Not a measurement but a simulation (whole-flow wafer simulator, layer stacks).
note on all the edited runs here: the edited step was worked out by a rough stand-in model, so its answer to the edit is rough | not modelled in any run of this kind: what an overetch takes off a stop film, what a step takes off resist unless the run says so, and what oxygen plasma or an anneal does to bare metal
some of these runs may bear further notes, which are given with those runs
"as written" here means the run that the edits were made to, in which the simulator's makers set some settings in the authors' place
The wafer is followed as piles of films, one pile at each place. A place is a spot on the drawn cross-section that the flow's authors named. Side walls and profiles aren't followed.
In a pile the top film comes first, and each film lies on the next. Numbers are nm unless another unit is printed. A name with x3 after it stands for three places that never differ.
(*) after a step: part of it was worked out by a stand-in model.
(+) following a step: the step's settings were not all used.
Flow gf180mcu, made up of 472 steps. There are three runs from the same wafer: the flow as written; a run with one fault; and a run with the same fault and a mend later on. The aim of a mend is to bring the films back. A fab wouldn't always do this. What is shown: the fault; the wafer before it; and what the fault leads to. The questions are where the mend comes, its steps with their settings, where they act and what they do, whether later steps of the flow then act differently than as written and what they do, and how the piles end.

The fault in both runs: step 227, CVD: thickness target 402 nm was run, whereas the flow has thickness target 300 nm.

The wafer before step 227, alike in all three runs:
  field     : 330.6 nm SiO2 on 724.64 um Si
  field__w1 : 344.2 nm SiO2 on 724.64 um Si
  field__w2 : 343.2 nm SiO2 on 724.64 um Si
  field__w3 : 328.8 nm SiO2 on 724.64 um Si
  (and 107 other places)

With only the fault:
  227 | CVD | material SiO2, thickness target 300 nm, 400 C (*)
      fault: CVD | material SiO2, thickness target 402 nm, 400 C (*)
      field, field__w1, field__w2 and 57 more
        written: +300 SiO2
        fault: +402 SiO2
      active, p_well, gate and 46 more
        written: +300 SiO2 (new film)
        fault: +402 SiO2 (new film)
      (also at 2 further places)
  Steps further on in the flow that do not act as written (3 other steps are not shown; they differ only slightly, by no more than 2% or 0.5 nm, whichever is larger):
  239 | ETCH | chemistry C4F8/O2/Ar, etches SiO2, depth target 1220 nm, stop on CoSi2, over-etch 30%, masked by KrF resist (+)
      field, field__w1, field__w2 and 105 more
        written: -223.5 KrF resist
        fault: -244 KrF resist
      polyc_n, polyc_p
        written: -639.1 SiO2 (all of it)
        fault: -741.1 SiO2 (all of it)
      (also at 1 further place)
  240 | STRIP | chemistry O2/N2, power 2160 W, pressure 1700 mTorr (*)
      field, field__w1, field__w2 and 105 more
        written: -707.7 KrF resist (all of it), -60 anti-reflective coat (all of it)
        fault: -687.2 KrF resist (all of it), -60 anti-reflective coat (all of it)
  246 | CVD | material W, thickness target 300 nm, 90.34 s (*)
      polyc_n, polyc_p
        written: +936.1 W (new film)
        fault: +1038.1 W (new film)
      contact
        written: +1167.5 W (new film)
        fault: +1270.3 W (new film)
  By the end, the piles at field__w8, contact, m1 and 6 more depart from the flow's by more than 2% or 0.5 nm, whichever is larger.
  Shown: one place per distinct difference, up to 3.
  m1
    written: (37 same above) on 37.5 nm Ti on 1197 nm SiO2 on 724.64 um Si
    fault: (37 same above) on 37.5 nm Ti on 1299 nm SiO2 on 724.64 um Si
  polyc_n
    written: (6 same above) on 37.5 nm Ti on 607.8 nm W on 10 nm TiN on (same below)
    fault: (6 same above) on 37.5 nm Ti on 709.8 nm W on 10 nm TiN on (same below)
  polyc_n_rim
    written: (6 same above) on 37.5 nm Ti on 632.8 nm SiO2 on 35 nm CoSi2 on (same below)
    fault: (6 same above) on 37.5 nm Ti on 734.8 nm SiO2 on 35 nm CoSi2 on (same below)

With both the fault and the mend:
  The mend follows step 227.
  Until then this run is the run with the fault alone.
  227a | WET ETCH | chemistry dHF, depth target 102 nm, 25 C, dilution 100:1 (*) (the flow's step 17, run once more with other settings)
      field, field__w1, field__w2 and 108 more
        -102 SiO2
  None of the later steps of the flow differs from how it acts as written, at any place that is followed, by more than 2% or 0.5 nm, whichever is larger.
  The piles end the same as the flow's at every place that both follow.
